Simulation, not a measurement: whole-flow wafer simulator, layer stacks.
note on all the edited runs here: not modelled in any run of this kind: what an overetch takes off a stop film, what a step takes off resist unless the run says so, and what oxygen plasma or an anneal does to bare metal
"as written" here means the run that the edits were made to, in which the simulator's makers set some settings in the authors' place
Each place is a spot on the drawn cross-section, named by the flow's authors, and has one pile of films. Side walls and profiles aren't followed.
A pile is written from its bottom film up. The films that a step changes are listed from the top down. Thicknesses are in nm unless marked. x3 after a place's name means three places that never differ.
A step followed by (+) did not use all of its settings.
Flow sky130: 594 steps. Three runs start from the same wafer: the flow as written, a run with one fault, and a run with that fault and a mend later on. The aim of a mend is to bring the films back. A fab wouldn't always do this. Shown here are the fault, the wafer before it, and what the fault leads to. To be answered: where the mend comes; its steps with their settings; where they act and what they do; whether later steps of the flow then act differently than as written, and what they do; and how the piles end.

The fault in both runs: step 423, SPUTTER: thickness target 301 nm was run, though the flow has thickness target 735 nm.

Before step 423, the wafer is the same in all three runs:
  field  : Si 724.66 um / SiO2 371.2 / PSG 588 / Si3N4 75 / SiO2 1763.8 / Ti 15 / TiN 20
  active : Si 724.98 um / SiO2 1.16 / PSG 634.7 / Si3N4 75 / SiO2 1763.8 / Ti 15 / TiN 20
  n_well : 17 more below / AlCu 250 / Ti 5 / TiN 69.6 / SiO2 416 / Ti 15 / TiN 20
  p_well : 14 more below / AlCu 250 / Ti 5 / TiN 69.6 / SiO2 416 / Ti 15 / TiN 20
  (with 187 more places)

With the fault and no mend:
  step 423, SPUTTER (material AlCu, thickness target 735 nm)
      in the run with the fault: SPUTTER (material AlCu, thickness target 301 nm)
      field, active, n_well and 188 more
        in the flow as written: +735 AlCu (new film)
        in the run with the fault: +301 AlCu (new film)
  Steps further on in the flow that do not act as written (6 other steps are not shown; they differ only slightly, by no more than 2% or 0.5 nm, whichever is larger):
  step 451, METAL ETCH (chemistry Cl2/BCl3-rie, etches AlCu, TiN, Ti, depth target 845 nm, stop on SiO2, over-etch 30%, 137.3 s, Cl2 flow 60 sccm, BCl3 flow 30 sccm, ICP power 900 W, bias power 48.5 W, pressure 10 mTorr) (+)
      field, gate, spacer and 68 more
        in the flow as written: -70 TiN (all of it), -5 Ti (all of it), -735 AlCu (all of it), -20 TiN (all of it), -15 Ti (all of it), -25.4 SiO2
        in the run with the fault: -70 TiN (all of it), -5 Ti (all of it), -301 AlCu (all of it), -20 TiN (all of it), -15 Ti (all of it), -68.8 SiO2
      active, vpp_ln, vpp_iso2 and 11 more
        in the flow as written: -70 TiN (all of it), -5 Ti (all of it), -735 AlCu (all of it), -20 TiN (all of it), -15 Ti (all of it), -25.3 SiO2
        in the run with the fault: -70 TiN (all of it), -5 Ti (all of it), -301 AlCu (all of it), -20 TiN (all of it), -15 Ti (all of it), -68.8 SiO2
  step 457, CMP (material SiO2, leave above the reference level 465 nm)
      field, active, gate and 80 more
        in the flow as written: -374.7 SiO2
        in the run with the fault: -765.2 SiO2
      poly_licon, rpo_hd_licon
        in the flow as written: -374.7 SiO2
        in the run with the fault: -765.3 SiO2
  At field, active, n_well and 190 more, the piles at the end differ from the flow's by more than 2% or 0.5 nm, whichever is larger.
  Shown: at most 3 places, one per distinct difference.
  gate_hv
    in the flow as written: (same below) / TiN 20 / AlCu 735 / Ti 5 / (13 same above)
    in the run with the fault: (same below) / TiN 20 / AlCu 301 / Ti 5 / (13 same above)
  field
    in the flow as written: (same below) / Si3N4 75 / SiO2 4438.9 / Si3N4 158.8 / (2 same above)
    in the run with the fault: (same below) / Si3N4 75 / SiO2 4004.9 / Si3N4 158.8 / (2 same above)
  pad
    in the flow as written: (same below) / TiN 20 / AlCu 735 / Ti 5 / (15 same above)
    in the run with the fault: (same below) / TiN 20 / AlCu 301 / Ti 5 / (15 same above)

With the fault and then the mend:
  After step 423 comes the mend.
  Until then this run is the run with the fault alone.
  step 423a, SPUTTER (material AlCu, thickness target 434 nm) (the flow's step 423, run once more with other settings)
      field, active, n_well and 188 more
        +434 AlCu
  None of the later steps of the flow acts differently than as written at any place that is followed.
  At every place that both follow, the piles at the end match the flow's.
